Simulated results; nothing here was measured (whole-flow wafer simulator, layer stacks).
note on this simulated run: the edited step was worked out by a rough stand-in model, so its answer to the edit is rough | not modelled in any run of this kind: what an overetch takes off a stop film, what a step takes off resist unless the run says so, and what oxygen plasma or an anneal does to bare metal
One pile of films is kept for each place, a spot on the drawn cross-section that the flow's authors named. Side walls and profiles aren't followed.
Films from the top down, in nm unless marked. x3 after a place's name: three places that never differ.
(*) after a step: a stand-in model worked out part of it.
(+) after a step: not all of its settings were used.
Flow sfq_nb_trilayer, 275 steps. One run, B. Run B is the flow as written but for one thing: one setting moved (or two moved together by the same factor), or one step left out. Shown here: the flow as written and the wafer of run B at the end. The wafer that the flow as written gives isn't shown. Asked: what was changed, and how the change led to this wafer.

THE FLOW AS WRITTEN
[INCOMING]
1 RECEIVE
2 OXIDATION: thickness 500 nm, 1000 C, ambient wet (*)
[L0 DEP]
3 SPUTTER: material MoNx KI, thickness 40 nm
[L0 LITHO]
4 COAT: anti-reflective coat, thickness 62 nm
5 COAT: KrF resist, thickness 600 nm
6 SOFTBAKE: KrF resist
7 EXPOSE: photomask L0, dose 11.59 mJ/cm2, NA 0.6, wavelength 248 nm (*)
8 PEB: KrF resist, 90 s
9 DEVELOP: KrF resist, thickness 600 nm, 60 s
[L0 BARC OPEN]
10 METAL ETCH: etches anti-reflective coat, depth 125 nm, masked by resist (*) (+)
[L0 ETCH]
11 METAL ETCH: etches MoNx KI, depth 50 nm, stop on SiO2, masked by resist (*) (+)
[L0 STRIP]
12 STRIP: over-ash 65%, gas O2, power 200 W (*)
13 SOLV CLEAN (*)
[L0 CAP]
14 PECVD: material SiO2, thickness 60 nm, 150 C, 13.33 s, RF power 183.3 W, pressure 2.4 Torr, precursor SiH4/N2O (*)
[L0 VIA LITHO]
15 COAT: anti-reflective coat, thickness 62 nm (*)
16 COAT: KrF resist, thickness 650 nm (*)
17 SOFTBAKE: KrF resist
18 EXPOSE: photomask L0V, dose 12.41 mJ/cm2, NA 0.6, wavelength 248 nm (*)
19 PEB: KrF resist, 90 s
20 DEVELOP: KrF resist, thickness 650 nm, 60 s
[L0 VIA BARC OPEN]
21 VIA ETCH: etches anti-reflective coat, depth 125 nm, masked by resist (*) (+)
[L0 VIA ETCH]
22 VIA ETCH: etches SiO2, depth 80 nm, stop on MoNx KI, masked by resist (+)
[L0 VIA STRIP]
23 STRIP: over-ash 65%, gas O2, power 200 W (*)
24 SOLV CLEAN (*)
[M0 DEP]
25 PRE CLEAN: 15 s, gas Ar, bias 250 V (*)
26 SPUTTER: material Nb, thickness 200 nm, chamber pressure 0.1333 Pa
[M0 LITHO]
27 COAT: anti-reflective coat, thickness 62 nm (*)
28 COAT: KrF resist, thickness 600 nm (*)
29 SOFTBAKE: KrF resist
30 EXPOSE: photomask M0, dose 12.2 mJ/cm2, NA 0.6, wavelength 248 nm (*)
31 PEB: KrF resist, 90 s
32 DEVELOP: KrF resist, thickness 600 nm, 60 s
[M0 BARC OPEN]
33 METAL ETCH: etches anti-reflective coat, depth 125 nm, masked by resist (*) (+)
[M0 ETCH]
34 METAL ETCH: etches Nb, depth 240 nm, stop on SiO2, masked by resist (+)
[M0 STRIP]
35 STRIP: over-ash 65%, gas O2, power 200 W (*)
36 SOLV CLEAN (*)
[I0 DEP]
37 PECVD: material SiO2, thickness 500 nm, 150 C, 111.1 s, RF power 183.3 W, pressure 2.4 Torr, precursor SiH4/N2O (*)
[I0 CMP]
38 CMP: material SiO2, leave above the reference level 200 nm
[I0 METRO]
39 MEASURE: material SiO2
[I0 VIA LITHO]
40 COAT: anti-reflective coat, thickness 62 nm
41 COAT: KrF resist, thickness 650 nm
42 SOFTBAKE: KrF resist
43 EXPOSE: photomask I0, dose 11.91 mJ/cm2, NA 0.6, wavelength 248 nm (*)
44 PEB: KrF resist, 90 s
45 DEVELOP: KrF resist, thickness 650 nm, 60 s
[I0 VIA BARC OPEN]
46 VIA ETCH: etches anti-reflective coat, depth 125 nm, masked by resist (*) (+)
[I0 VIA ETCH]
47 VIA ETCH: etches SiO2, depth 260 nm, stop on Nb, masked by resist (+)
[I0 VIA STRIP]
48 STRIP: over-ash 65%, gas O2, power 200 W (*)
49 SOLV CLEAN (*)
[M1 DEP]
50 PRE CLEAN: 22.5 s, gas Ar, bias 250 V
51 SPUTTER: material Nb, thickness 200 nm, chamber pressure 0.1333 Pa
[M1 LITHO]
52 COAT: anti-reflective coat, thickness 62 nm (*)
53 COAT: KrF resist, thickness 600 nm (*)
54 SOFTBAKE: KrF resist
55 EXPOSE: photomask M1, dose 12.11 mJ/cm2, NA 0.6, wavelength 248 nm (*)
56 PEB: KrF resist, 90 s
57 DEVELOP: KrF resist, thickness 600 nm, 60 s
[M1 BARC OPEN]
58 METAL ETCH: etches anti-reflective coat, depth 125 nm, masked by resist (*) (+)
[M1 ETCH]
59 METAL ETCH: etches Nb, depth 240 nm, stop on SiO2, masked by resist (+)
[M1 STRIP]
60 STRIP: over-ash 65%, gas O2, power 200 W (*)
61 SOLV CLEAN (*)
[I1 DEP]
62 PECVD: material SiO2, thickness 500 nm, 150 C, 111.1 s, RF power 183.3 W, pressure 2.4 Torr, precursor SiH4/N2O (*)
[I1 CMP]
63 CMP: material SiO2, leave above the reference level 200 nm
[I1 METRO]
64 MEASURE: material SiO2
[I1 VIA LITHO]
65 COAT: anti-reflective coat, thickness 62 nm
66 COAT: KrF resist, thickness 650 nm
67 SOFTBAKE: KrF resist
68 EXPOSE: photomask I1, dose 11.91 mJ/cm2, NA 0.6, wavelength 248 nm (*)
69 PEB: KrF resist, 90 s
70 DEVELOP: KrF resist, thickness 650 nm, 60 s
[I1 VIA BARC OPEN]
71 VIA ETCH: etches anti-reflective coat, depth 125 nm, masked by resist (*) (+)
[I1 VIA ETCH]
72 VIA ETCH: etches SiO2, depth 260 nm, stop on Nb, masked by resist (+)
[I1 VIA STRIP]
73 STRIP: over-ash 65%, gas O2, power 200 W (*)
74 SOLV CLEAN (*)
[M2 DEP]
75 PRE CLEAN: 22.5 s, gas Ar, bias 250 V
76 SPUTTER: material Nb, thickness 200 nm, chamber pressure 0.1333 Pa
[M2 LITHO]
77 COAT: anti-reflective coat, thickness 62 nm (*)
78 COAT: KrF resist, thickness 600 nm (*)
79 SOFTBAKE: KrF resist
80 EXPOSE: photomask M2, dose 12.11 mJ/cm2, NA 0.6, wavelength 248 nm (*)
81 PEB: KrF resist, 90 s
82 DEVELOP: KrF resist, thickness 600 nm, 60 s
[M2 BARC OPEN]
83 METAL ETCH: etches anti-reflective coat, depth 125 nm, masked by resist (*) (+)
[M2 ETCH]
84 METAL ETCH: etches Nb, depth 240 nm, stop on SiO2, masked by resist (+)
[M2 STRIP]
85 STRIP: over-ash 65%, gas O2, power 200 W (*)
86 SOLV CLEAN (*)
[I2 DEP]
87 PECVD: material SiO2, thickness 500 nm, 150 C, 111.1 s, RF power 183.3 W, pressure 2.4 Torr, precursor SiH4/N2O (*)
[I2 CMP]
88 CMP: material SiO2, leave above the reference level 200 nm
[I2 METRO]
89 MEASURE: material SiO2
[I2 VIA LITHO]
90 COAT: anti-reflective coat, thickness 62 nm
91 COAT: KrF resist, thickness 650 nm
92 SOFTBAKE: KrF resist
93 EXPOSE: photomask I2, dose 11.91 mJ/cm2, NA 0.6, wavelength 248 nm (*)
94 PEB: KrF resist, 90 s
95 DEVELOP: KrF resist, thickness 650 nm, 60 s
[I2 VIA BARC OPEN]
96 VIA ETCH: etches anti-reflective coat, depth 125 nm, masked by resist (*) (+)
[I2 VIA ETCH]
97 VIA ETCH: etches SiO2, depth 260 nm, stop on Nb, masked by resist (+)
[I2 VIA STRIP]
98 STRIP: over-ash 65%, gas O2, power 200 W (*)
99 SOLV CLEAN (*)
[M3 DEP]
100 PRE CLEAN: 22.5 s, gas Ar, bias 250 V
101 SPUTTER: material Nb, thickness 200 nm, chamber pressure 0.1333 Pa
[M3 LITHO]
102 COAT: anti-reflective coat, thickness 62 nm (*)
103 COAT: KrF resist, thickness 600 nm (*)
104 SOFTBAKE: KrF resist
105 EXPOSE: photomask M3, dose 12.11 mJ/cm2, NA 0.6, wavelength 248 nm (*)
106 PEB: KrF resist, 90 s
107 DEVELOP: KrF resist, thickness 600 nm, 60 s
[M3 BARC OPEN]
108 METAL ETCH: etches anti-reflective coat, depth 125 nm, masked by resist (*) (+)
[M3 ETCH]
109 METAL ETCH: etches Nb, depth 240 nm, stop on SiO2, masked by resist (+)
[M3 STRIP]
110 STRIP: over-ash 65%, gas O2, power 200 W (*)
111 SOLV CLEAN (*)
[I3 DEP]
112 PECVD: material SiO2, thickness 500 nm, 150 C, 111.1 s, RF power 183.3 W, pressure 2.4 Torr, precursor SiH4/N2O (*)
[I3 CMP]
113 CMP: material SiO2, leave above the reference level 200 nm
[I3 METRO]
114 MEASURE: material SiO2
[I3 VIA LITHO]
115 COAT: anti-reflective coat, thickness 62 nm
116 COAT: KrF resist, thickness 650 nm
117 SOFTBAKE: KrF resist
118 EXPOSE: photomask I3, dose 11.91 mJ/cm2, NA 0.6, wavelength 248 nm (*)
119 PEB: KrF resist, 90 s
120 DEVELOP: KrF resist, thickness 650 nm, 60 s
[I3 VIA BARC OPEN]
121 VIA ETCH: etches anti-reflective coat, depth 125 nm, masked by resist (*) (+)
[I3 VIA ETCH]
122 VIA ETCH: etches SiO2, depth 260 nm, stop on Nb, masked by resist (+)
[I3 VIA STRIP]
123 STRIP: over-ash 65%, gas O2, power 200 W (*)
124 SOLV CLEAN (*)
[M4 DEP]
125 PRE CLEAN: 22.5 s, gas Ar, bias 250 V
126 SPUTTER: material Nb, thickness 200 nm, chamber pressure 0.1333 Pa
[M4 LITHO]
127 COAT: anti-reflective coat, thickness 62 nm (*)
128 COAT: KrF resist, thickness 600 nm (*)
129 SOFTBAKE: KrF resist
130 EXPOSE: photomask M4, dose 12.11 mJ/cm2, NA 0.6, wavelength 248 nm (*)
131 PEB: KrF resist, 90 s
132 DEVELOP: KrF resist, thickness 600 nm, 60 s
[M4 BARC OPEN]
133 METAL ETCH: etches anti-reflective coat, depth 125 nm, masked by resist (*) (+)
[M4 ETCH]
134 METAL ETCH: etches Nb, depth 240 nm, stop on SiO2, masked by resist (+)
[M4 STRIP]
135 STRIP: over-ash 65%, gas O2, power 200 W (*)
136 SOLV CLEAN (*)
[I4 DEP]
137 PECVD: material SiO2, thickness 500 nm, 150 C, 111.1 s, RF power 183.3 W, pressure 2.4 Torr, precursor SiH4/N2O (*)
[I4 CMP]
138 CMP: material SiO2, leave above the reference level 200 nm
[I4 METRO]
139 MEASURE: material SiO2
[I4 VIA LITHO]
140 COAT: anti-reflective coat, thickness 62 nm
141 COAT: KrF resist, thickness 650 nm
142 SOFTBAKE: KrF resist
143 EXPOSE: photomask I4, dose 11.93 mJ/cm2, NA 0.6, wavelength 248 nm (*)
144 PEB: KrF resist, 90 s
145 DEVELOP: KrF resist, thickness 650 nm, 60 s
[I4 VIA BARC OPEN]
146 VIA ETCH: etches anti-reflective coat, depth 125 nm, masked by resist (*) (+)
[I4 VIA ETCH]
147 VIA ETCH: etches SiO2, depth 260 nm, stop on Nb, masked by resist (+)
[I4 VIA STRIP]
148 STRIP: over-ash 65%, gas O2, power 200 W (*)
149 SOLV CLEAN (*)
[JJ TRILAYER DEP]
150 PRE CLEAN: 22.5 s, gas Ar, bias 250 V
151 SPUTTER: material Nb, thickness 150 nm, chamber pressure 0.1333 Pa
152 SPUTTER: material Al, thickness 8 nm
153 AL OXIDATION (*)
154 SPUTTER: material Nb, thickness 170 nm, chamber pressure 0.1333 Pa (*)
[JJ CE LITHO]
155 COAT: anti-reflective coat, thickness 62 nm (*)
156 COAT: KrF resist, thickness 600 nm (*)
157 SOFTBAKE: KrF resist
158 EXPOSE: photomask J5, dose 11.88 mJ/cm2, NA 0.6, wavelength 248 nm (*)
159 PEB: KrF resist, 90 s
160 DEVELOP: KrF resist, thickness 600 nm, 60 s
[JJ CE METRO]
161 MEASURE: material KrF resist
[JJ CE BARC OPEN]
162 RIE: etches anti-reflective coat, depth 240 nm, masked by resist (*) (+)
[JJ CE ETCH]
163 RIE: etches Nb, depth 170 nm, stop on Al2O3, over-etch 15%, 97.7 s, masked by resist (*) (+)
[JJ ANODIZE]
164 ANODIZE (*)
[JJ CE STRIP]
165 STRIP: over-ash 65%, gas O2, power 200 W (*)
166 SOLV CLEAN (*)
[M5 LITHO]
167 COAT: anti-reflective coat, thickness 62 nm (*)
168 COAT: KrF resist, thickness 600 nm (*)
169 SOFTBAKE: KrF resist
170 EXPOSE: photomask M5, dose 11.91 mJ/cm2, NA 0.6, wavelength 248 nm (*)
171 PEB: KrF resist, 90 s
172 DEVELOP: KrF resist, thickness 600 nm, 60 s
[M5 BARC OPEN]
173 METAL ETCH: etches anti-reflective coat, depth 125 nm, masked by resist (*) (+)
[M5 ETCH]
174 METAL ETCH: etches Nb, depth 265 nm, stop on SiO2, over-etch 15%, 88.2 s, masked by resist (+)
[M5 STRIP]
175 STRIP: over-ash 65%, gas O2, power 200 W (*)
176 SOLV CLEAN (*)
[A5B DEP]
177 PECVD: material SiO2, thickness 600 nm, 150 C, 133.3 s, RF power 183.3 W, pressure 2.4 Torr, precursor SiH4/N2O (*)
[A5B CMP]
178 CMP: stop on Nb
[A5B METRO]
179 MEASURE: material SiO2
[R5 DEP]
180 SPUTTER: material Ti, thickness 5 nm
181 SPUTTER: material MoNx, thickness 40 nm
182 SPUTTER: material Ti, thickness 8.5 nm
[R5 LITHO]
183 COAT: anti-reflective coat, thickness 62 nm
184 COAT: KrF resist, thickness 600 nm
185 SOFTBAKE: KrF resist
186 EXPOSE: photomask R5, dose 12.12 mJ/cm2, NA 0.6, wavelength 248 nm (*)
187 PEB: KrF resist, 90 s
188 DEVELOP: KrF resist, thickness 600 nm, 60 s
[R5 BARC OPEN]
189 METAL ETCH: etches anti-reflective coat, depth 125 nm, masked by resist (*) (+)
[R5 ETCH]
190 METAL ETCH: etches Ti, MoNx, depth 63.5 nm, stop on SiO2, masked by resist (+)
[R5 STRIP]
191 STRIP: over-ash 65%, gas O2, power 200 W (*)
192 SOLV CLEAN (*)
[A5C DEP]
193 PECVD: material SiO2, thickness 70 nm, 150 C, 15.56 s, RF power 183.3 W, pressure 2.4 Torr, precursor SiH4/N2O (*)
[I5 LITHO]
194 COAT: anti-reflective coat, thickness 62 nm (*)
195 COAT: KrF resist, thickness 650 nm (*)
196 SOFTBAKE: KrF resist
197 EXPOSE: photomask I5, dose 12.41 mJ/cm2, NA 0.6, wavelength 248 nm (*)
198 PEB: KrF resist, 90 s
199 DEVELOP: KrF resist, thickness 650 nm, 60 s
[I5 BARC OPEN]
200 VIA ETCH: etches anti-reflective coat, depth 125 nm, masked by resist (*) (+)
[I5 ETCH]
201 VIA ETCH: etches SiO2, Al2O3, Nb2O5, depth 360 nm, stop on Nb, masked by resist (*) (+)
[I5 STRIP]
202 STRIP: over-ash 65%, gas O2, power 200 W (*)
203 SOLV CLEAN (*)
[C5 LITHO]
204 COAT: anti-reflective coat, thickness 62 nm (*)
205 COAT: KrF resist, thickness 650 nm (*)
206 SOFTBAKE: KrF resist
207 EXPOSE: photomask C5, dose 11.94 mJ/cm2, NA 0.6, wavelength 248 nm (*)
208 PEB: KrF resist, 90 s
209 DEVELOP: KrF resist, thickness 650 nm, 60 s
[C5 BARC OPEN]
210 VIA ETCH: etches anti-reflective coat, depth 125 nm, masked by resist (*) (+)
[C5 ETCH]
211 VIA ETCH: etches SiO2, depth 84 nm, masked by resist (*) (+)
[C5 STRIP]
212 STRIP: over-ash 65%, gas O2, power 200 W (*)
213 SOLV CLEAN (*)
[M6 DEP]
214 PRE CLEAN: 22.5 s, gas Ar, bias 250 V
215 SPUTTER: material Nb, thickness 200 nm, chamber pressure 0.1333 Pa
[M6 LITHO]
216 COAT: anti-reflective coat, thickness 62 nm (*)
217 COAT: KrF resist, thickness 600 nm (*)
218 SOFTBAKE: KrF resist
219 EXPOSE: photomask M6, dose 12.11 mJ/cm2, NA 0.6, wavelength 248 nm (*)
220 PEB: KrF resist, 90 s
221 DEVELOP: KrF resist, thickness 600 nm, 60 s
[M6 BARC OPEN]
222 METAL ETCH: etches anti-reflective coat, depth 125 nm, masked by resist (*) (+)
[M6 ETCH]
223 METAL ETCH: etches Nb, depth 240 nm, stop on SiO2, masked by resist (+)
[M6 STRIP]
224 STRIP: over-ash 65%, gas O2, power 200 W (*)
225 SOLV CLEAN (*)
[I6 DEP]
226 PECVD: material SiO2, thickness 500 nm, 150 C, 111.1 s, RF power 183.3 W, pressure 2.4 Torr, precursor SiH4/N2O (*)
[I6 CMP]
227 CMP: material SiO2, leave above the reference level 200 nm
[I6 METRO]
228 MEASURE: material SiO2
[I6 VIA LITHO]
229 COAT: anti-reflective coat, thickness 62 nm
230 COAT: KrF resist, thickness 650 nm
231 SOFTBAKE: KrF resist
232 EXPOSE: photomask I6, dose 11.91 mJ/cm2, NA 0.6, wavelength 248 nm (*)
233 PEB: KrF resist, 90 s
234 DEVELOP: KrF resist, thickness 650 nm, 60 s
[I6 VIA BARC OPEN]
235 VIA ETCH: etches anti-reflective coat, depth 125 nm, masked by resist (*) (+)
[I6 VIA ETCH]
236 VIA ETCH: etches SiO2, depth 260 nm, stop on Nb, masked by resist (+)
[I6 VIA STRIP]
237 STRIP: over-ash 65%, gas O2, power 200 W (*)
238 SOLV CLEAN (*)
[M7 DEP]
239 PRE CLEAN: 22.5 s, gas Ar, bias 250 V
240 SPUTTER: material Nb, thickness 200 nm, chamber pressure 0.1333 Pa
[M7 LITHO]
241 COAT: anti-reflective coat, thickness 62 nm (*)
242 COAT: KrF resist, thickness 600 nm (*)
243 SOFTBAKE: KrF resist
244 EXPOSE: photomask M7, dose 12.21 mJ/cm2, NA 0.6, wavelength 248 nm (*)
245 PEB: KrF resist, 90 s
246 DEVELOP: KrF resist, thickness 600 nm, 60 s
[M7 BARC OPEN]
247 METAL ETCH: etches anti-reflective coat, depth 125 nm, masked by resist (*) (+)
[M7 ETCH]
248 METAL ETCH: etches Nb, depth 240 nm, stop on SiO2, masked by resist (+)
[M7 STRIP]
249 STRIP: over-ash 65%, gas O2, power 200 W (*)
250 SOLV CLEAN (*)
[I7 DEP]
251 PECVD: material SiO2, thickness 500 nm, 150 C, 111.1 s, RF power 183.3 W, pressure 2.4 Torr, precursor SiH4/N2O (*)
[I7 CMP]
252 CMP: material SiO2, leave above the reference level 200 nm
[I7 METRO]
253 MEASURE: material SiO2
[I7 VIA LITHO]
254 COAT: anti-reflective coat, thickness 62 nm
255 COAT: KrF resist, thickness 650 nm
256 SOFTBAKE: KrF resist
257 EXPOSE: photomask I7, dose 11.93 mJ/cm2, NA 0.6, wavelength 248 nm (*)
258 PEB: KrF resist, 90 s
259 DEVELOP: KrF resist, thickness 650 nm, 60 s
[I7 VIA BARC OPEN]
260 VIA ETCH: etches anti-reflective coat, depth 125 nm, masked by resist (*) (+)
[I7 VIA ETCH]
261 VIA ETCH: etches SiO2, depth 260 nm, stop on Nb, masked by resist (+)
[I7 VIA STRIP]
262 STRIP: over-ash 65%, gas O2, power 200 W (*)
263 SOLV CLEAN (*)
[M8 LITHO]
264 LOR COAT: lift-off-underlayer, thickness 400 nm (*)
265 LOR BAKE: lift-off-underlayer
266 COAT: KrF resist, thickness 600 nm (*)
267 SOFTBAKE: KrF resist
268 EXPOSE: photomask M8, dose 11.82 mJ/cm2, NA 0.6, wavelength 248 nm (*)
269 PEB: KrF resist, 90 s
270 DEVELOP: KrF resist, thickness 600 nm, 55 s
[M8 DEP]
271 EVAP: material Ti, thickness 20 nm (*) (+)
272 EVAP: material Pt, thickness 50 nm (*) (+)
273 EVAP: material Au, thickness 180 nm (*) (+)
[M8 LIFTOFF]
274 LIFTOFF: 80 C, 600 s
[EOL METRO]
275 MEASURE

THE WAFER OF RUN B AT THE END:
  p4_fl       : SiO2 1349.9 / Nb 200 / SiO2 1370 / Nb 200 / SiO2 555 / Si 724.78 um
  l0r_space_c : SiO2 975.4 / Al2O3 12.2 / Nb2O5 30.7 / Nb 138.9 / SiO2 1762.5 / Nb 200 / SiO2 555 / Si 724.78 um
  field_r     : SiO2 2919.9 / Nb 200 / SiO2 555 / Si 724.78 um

The cause: step 154, SPUTTER: thickness 144 nm was run, where the flow has thickness 170 nm.

How the change led to this, step by step:
  154 SPUTTER: material Nb, thickness 170 nm, chamber pressure 0.1333 Pa (*)
      field_l, v_sur, via_sp and 100 more: Nb +144 (new film) (as written it would be: Nb +170 (new film))
      via_wl, via_wr: Nb +119.1 (new film) (as written it would be: Nb +140.7 (new film))
      (and at 1 more place)
  155 COAT: anti-reflective coat, thickness 62 nm (*)
      via_wl, via_wr: anti-reflective coat +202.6 (new film) (as written it would be: anti-reflective coat +209.4 (new film))
      via_w: anti-reflective coat +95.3 (new film) (as written it would be: anti-reflective coat +97.4 (new film))
  162 RIE: etches anti-reflective coat, depth 240 nm, masked by resist (*) (+)
      ce_l, c5j, ce_r, wl_jj: KrF resist -202.6 (as written it would be: KrF resist -209.4)
      via_wl, via_wr: anti-reflective coat -202.6 (all of it) (as written it would be: anti-reflective coat -209.4 (all of it))
      (and at 1 more place)
  163 RIE: etches Nb, depth 170 nm, stop on Al2O3, over-etch 15%, 97.7 s, masked by resist (*) (+)
      field_l, v_sur, via_sp and 96 more: Nb -144 (all of it), Al2O3 -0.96 (all of it) (as written it would be: Nb -170 (all of it), Al2O3 -0.51)
      via_wl, via_wr: Nb -119.1 (all of it), Al2O3 -0.96 (all of it) (as written it would be: Nb -140.7 (all of it), Al2O3 -0.96 (all of it))
      (and at 1 more place)
  164 ANODIZE (*)
      field_l, v_sur, via_sp and 96 more: Al2O3 +12.2 (new film), Nb2O5 +30.7 (new film), Al -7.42 (all of it), Nb -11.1 (as written it would be: Al2O3 +12.2, Nb2O5 +29.9 (new film), Al -7.42 (all of it), Nb -10.8)
  165 STRIP: over-ash 65%, gas O2, power 200 W (*)
      ce_l: KrF resist -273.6 (all of it), anti-reflective coat -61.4 (all of it) (as written it would be: KrF resist -266.8 (all of it), anti-reflective coat -61.4 (all of it))
      c5j: KrF resist -273.6 (all of it), anti-reflective coat -61.5 (all of it) (as written it would be: KrF resist -266.9 (all of it), anti-reflective coat -61.5 (all of it))
      (and at 2 more places)
  167 COAT: anti-reflective coat, thickness 62 nm (*)
      wl_j_sl, wl_j_sr: anti-reflective coat +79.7 (new film) (as written it would be: anti-reflective coat +83.3 (new film))
      jj_sur: anti-reflective coat +79.1 (new film) (as written it would be: anti-reflective coat +82.6 (new film))
      (and at 5 more places)
  168 COAT: KrF resist, thickness 600 nm (*)
      ce_l: KrF resist +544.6 (new film) (as written it would be: KrF resist +528.3 (new film))
      c5j: KrF resist +523.9 (new film) (as written it would be: KrF resist +507.6 (new film))
      (and at 2 more places)
  174 METAL ETCH: etches Nb, depth 265 nm, stop on SiO2, over-etch 15%, 88.2 s, masked by resist (+)
      field_l, r_sur, res and 50 more: Al2O3 -12.2 (all of it), Nb2O5 -30.7 (all of it), Nb -138.9 (all of it), SiO2 -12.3 (as written it would be: Al2O3 -12.6 (all of it), Nb2O5 -29.9 (all of it), Nb -139.2 (all of it), SiO2 -12.3)
  175 STRIP: over-ash 65%, gas O2, power 200 W (*)
      jj_sur: KrF resist -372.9 (all of it), anti-reflective coat -79.1 (all of it) (as written it would be: KrF resist -374.7 (all of it), anti-reflective coat -82.6 (all of it))
      ce_l: KrF resist -315.9 (all of it), anti-reflective coat -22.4 (all of it) (as written it would be: KrF resist -299.6 (all of it), anti-reflective coat -19.6 (all of it))
      (and at 6 more places)
  178 CMP: stop on Nb
      v_sur, via_sp, via_v and 43 more: SiO2 -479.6 (as written it would be: SiO2 -453.5)
      field_l, p4_fl, p4_fm and 39 more: SiO2 -285.3 (as written it would be: SiO2 -259.3)
      (and at 14 more places)
  201 VIA ETCH: etches SiO2, Al2O3, Nb2O5, depth 360 nm, stop on Nb, masked by resist (*) (+)
      be: SiO2 -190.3 (all of it), Al2O3 -12.2 (all of it), Nb2O5 -30.7 (all of it) (as written it would be: SiO2 -216.4 (all of it), Al2O3 -12.7 (all of it), Nb2O5 -29.9 (all of it))
  204 COAT: anti-reflective coat, thickness 62 nm (*)
      be: anti-reflective coat +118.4 (new film) (as written it would be: anti-reflective coat +122.2 (new film))
      be_sur: anti-reflective coat +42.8 (new film) (as written it would be: anti-reflective coat +41.8 (new film))
  205 COAT: KrF resist, thickness 650 nm (*)
      be: KrF resist +797 (new film) (as written it would be: KrF resist +815.3 (new film))
  212 STRIP: over-ash 65%, gas O2, power 200 W (*)
      be: KrF resist -709.8 (all of it), anti-reflective coat -118.4 (all of it) (as written it would be: KrF resist -728.2 (all of it), anti-reflective coat -122.2 (all of it))
      be_sur: KrF resist -561.2 (all of it), anti-reflective coat -42.8 (all of it) (as written it would be: KrF resist -559.6 (all of it), anti-reflective coat -41.8 (all of it))
  215 SPUTTER: material Nb, thickness 200 nm, chamber pressure 0.1333 Pa
      be: Nb +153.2 (as written it would be: Nb +147.3)
  ... 3 more steps ...
  226 PECVD: material SiO2, thickness 500 nm, 150 C, 111.1 s, RF power 183.3 W, pressure 2.4 Torr, precursor SiH4/N2O (*)
      be: SiO2 +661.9 (new film) (as written it would be: SiO2 +693.5 (new film))
